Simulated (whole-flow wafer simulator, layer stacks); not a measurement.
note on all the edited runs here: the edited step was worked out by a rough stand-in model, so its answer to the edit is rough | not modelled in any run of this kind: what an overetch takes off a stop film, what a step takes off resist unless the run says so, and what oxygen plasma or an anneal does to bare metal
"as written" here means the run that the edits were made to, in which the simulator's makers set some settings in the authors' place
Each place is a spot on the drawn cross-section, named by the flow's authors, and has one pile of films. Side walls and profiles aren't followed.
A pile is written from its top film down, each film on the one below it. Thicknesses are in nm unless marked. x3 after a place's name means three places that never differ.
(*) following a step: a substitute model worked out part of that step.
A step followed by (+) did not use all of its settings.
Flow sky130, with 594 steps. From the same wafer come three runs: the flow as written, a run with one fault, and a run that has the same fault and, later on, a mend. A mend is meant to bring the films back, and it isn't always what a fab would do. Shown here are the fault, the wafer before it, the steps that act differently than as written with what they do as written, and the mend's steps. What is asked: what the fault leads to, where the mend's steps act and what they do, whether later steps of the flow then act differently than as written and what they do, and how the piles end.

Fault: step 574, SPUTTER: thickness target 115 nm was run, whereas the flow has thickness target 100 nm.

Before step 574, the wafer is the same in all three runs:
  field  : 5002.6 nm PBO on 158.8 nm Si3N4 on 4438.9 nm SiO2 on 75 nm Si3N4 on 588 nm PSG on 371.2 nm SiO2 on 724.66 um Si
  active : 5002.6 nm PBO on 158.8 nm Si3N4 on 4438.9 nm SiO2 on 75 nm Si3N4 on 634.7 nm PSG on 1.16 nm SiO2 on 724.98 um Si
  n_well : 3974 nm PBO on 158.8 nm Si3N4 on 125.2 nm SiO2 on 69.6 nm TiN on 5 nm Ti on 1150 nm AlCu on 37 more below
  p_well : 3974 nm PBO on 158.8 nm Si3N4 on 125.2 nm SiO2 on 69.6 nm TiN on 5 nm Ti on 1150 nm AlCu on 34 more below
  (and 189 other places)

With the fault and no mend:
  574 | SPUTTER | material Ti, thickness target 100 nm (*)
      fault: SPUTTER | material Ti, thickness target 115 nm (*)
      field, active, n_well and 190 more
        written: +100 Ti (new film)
        fault: +115 Ti (new film)
  Later steps of the flow acting differently than as written (not shown: 7 more steps that differ only slightly, by at most 2% or 0.5 nm, whichever is larger):
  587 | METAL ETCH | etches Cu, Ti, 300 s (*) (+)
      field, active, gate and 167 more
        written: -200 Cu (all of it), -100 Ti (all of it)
        fault: -200 Cu (all of it), -115 Ti (all of it)
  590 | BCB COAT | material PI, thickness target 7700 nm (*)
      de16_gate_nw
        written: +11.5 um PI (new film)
        fault: +11.52 um PI (new film)
  The piles end different from the flow's at n_well, p_well, sd_n and 20 more by more than 2% or 0.5 nm, whichever is larger.
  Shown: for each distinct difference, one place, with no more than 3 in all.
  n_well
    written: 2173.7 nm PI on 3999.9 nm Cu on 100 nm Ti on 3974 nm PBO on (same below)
    fault: 2163.9 nm PI on 3999.9 nm Cu on 115 nm Ti on 3974 nm PBO on (same below)
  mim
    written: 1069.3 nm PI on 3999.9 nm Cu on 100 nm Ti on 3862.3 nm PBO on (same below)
    fault: 1055.3 nm PI on 3999.9 nm Cu on 115 nm Ti on 3862.3 nm PBO on (same below)
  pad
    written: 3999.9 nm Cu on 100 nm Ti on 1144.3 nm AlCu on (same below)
    fault: 3999.9 nm Cu on 115 nm Ti on 1144.3 nm AlCu on (same below)

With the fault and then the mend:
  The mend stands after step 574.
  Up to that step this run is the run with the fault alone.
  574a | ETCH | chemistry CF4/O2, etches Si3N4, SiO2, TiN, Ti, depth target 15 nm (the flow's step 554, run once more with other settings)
      field, active, n_well and 190 more
        -15 Ti
  None of the later steps of the flow differs from how it acts as written, at any place that is followed, by more than 2% or 0.5 nm, whichever is larger.
  At every place that both follow, the piles at the end match the flow's.
